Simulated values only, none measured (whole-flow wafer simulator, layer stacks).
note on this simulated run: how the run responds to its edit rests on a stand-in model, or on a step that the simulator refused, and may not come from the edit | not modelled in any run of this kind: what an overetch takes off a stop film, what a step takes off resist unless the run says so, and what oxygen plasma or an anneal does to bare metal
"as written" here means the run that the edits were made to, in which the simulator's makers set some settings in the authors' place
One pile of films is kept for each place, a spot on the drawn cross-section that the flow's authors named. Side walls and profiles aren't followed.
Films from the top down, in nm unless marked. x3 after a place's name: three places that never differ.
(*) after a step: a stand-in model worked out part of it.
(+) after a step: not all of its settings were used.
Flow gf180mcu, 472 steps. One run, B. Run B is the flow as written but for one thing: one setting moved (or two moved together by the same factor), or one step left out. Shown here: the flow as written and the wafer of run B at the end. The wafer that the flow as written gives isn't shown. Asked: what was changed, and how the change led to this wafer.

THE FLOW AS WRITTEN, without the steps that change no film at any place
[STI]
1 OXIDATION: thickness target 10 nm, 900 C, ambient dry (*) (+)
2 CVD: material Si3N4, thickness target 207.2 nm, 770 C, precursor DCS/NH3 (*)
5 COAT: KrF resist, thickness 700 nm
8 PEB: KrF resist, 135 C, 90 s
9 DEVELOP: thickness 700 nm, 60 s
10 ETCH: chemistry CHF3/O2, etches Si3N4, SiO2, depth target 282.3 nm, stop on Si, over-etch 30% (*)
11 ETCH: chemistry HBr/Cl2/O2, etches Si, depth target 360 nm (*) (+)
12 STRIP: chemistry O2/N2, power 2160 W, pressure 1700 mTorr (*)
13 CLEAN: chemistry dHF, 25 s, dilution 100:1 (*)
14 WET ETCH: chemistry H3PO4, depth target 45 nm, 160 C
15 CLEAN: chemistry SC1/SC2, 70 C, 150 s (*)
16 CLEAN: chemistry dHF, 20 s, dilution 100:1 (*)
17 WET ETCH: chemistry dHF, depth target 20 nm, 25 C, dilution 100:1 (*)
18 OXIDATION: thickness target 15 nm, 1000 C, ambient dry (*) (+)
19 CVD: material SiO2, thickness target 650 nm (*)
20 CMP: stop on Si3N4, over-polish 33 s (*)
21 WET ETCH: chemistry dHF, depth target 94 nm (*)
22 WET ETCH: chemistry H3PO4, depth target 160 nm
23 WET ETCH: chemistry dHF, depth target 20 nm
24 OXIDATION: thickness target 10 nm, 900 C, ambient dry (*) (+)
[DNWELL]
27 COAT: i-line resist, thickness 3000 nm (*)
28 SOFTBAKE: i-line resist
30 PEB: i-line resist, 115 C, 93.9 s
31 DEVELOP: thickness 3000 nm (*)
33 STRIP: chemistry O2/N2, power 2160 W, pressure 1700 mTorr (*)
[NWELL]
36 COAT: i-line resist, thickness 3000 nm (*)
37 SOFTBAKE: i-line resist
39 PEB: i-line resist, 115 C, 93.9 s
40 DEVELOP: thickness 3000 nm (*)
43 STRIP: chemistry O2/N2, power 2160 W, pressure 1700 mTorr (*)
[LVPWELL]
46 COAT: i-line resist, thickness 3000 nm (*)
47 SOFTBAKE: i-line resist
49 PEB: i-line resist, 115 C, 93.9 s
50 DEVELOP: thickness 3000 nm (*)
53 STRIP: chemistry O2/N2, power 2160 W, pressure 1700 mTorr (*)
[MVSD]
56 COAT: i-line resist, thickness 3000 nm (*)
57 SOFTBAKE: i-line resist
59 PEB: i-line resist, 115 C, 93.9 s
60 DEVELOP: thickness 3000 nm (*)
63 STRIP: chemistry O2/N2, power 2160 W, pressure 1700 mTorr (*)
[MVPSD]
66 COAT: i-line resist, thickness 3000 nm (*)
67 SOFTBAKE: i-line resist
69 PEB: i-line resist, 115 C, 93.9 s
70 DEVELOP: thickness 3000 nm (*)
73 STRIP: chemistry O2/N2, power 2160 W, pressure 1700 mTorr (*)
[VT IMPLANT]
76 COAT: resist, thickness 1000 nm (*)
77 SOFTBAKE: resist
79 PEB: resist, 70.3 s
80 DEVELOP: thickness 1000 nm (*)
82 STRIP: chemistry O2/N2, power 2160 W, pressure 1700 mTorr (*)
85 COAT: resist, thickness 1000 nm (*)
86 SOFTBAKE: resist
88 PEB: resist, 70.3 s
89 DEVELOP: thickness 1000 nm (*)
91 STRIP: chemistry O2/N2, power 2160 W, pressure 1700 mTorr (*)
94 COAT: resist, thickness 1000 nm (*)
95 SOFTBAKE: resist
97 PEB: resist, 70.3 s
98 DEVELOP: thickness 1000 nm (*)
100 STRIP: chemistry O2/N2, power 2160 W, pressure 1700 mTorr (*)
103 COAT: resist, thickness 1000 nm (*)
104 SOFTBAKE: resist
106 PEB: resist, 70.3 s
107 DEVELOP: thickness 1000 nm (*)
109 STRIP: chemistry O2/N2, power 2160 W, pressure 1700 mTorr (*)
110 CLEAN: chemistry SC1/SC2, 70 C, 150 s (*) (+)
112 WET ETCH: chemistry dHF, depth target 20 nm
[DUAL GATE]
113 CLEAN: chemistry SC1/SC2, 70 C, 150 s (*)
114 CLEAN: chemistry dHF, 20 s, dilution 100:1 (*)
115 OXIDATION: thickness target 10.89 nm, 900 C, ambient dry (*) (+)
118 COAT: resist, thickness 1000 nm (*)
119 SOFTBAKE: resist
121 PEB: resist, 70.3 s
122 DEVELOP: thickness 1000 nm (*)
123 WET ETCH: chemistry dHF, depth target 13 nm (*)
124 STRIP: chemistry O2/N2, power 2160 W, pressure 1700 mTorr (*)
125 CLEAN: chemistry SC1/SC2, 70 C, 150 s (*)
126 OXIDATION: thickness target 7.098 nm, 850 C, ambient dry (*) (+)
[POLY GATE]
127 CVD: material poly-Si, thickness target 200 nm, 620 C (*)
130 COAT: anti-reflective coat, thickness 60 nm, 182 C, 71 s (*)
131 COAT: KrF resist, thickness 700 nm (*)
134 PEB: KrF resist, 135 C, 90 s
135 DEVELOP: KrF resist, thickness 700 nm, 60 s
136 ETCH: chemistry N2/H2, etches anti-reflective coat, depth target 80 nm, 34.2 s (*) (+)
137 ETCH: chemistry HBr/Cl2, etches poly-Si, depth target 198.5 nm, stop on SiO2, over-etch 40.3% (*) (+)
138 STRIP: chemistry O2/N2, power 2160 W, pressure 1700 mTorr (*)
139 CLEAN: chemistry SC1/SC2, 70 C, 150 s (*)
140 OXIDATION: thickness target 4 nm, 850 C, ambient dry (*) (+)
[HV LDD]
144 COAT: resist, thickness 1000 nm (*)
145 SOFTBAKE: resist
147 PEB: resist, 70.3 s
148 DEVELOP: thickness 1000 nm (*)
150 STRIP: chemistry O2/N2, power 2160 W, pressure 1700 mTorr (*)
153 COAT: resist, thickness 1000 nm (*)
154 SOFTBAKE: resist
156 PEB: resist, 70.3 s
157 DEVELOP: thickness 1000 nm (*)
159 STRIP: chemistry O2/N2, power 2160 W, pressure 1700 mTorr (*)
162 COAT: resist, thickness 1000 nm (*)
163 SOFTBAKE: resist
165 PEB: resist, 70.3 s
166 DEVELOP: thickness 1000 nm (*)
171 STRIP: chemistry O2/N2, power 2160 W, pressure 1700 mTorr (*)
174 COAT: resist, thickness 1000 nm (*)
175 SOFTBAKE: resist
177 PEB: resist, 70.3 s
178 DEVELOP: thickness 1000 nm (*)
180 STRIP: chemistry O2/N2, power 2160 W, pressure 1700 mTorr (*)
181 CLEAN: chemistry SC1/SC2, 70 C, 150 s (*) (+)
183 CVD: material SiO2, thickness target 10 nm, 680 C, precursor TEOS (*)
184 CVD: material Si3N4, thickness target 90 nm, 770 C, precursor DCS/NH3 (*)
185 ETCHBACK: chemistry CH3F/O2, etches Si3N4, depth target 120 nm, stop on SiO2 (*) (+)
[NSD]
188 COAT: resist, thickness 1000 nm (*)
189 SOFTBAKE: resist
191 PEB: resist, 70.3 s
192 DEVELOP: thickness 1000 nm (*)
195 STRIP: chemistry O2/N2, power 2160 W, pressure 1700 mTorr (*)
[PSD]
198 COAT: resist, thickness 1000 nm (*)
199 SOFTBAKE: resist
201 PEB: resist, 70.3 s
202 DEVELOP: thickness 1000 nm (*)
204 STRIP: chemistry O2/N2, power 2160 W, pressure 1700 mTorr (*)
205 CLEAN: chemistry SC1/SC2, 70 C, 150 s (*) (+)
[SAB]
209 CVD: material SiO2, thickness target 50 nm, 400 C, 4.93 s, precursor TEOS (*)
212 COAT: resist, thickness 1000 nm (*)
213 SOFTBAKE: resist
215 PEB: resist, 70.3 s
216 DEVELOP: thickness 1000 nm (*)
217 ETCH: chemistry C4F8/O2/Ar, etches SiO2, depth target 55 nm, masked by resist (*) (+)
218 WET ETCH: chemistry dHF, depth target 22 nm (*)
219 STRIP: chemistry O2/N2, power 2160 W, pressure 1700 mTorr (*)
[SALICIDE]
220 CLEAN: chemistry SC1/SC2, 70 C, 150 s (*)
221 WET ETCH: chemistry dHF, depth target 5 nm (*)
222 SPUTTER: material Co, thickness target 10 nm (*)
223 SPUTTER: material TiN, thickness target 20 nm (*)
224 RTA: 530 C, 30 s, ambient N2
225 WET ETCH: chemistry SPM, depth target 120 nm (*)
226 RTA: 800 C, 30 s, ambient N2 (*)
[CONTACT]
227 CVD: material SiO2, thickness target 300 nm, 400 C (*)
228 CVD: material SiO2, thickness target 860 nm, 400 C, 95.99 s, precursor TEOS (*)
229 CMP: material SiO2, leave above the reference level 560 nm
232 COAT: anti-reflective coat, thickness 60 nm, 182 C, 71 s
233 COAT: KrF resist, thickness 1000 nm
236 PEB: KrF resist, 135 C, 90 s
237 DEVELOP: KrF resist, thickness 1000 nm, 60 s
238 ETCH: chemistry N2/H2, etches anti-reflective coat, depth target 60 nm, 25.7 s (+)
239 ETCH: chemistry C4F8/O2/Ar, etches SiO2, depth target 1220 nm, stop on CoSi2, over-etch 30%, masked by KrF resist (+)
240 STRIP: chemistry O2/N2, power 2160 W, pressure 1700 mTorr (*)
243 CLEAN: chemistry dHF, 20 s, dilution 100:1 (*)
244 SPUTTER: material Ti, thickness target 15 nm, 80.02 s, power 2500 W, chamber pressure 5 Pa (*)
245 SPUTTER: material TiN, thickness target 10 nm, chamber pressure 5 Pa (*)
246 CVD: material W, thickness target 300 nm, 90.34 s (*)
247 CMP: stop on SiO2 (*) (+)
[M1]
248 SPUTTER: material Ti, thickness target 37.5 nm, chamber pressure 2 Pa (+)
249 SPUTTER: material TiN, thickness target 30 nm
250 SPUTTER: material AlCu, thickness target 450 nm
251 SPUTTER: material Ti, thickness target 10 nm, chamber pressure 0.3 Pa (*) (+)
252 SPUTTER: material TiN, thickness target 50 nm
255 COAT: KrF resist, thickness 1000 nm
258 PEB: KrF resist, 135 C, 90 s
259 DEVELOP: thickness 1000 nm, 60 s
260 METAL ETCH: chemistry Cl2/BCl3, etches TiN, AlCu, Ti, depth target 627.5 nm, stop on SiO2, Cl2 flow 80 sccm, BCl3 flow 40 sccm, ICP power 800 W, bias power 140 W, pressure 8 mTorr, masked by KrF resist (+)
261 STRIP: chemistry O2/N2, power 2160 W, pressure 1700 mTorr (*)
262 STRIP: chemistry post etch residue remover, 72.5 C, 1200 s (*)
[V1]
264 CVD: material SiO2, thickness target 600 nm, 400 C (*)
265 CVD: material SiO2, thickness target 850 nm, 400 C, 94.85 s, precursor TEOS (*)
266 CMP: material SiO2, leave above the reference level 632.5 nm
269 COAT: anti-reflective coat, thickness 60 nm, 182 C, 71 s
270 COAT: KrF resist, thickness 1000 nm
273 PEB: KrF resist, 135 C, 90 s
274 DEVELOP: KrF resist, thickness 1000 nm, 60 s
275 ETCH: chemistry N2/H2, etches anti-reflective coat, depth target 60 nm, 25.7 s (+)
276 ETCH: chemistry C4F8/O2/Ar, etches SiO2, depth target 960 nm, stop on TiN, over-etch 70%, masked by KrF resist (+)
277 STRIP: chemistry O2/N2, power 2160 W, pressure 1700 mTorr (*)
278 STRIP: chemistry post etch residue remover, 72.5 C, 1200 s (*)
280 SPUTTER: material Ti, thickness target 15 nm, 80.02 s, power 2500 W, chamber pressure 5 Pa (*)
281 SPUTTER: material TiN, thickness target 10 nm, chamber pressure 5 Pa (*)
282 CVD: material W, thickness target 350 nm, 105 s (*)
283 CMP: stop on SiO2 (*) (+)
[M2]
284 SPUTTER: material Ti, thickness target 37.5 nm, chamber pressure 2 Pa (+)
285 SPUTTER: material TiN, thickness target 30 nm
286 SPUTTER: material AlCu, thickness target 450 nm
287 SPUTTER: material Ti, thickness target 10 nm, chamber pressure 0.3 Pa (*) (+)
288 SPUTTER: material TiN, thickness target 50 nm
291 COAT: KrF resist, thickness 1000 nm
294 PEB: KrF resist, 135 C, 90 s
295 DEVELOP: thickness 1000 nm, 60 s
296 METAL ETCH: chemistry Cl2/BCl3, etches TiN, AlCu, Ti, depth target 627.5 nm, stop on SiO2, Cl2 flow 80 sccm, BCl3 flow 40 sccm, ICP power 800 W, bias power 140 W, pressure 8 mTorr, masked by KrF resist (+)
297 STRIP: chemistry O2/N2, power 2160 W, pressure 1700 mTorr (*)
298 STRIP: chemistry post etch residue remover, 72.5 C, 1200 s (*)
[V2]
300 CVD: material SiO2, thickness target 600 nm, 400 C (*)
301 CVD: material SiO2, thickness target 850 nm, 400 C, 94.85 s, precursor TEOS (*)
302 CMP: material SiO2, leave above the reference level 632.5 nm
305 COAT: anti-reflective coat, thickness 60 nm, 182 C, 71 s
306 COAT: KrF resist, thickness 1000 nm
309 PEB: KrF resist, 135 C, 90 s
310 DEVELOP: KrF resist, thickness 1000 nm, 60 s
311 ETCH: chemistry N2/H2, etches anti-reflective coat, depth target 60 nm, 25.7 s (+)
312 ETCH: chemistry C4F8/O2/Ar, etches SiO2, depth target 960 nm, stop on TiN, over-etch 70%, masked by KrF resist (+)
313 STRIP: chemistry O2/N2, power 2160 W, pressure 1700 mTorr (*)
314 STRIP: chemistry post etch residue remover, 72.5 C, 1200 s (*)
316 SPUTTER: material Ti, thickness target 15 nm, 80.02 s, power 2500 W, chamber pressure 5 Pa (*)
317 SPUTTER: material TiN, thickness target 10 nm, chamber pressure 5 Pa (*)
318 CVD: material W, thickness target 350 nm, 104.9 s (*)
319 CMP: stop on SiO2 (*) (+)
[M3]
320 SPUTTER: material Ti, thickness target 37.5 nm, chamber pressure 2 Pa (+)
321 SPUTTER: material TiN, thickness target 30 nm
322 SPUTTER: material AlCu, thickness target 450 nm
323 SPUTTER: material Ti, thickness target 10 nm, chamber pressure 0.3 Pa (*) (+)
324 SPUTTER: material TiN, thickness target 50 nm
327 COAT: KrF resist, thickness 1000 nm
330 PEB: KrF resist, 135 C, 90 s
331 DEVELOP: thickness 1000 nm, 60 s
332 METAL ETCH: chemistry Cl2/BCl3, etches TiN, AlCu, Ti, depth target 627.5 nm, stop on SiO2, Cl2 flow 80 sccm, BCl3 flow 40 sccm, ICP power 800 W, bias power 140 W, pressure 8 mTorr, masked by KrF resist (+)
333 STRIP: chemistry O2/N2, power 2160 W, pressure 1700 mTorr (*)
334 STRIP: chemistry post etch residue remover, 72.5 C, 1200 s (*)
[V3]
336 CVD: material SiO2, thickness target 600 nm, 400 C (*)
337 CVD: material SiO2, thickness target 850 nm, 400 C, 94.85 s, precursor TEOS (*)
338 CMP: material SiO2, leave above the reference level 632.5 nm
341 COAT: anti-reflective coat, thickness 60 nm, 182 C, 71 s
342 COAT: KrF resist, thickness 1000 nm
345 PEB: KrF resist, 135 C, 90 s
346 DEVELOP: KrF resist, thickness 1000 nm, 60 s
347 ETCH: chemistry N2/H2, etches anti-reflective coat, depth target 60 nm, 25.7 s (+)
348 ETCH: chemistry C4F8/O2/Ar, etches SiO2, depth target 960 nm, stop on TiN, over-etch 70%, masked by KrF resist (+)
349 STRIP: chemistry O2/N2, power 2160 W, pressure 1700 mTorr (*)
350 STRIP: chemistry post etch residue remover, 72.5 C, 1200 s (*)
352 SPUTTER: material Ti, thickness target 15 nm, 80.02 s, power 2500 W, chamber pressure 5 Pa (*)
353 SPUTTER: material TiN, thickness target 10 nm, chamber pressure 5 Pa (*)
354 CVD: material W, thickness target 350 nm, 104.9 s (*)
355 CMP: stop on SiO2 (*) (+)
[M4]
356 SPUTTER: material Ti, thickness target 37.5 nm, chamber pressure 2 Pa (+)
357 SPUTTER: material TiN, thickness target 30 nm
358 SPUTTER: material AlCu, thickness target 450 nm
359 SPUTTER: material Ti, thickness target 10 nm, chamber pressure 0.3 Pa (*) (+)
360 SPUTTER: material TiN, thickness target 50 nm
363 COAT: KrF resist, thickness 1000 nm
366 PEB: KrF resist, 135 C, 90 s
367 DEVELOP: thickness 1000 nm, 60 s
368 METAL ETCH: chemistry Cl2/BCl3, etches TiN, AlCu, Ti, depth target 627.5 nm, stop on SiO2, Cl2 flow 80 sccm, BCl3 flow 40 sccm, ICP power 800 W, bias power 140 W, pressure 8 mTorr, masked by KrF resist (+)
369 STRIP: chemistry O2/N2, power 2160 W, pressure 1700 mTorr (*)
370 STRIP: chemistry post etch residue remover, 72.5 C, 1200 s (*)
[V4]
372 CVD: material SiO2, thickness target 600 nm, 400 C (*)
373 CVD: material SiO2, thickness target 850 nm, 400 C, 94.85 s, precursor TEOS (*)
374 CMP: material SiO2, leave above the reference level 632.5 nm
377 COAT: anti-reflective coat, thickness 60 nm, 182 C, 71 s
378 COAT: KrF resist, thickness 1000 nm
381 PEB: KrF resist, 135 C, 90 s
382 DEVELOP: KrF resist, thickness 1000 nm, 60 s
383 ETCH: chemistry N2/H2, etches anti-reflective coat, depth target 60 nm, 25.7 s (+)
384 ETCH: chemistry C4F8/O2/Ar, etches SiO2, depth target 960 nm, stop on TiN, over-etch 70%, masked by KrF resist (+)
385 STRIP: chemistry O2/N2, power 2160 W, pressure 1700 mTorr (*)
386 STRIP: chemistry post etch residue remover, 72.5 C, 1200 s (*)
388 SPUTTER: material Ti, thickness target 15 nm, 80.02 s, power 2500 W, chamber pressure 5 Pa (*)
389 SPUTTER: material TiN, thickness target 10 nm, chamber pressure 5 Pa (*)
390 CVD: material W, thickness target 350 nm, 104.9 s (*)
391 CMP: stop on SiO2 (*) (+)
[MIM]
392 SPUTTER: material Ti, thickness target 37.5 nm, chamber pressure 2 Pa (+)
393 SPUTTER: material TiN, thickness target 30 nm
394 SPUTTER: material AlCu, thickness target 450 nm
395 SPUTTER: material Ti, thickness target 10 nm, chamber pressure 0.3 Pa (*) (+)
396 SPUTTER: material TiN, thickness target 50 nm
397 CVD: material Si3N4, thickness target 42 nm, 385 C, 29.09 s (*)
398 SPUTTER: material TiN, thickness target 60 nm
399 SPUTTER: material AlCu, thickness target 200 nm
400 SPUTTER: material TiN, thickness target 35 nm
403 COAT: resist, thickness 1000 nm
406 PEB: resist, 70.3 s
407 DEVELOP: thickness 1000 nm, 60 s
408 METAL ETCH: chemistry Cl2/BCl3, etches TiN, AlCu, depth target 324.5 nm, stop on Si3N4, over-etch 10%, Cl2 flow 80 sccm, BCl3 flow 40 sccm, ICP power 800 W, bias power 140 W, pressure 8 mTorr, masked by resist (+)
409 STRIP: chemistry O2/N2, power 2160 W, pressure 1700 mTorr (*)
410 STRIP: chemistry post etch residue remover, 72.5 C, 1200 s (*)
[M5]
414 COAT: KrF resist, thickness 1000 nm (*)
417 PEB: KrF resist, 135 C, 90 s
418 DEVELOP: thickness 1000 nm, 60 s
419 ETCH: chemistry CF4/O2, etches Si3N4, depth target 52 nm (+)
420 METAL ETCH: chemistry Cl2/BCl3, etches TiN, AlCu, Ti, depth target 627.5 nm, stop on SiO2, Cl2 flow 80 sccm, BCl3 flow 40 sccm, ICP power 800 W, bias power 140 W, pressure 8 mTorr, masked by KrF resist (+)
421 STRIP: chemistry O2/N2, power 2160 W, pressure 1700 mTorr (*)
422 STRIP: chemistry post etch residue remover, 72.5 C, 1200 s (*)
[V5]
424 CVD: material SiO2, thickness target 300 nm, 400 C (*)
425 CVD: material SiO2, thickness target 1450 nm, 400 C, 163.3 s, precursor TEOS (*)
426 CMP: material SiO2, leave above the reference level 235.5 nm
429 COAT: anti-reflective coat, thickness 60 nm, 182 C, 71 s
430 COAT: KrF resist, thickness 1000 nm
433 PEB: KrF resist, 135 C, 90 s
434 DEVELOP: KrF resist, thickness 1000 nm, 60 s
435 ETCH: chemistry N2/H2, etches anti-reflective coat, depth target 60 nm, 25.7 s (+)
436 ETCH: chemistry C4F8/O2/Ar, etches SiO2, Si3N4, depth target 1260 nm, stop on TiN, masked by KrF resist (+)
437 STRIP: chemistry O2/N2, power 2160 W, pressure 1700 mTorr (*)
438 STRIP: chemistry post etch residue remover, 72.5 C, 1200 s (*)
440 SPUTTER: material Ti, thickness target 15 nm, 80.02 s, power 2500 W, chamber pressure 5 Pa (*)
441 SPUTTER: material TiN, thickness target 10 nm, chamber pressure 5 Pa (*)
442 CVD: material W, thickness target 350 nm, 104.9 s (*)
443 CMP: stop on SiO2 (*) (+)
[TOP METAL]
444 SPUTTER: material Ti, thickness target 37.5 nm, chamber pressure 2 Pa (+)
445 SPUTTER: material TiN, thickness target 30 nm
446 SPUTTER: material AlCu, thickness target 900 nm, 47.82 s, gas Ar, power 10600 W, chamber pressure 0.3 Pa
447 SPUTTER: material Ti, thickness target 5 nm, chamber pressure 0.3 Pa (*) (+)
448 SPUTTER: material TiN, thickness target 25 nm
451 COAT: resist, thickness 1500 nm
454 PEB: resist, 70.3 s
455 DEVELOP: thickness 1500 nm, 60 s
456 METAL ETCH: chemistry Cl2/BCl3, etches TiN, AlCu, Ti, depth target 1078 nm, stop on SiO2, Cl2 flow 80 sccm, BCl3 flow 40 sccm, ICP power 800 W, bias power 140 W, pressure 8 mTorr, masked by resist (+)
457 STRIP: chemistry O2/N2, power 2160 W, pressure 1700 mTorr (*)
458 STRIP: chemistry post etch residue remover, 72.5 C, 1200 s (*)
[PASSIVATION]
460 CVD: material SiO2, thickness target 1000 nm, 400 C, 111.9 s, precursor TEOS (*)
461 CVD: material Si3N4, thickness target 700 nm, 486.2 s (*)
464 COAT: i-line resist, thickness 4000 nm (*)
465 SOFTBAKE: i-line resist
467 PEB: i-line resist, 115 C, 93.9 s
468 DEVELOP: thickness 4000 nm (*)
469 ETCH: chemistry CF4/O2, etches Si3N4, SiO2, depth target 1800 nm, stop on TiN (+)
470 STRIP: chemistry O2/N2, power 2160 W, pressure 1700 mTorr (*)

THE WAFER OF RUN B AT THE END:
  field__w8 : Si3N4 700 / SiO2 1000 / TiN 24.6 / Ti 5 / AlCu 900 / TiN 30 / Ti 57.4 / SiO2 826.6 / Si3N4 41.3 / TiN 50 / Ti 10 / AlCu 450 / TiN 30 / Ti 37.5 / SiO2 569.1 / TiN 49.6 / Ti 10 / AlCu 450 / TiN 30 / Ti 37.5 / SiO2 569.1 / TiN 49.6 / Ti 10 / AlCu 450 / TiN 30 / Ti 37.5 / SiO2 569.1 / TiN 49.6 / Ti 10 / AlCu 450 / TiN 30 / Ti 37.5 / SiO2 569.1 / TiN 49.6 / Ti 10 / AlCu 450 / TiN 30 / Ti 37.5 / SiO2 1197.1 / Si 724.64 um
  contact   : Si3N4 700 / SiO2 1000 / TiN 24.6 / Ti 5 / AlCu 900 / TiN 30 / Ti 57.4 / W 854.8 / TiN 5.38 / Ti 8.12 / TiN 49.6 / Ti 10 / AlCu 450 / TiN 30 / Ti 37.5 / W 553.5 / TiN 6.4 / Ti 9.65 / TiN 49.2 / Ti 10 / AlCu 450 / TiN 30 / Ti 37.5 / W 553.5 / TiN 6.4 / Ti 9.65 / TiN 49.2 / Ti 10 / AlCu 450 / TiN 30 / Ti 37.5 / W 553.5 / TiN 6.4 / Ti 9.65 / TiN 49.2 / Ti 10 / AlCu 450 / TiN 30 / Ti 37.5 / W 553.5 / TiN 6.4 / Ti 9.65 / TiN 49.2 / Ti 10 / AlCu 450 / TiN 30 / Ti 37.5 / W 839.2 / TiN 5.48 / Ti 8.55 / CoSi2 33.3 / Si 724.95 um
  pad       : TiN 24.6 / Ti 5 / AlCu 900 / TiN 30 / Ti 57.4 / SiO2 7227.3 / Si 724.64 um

The cause: step 444, SPUTTER: thickness target 57.4 nm was run, where the flow has thickness target 37.5 nm.
It can be read off the wafer: field__w8 has Ti 57.4, and step 444 as written asks for 37.5 nm.

How the change led to this, step by step:
  444 SPUTTER: material Ti, thickness target 37.5 nm, chamber pressure 2 Pa (+)
      field, field__w1, field__w2 and 109 more: Ti +57.4 (new film) (as written it would be: Ti +37.5 (new film))
  456 METAL ETCH: chemistry Cl2/BCl3, etches TiN, AlCu, Ti, depth target 1078 nm, stop on SiO2, Cl2 flow 80 sccm, BCl3 flow 40 sccm, ICP power 800 W, bias power 140 W, pressure 8 mTorr, masked by resist (+)
      field, field__w1, field__w2 and 103 more: TiN -25 (all of it), Ti -5 (all of it), AlCu -900 (all of it), TiN -30 (all of it), Ti -57.4 (all of it) (as written it would be: TiN -25 (all of it), Ti -5 (all of it), AlCu -900 (all of it), TiN -30 (all of it), Ti -37.5 (all of it))
  465 SOFTBAKE: i-line resist
      gate: i-line resist -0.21 (as written it would be: i-line resist +1.79)
      ld_acc_p, ld_fp_p: i-line resist +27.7 (as written it would be: i-line resist +33.8)
      (and at 63 more places)
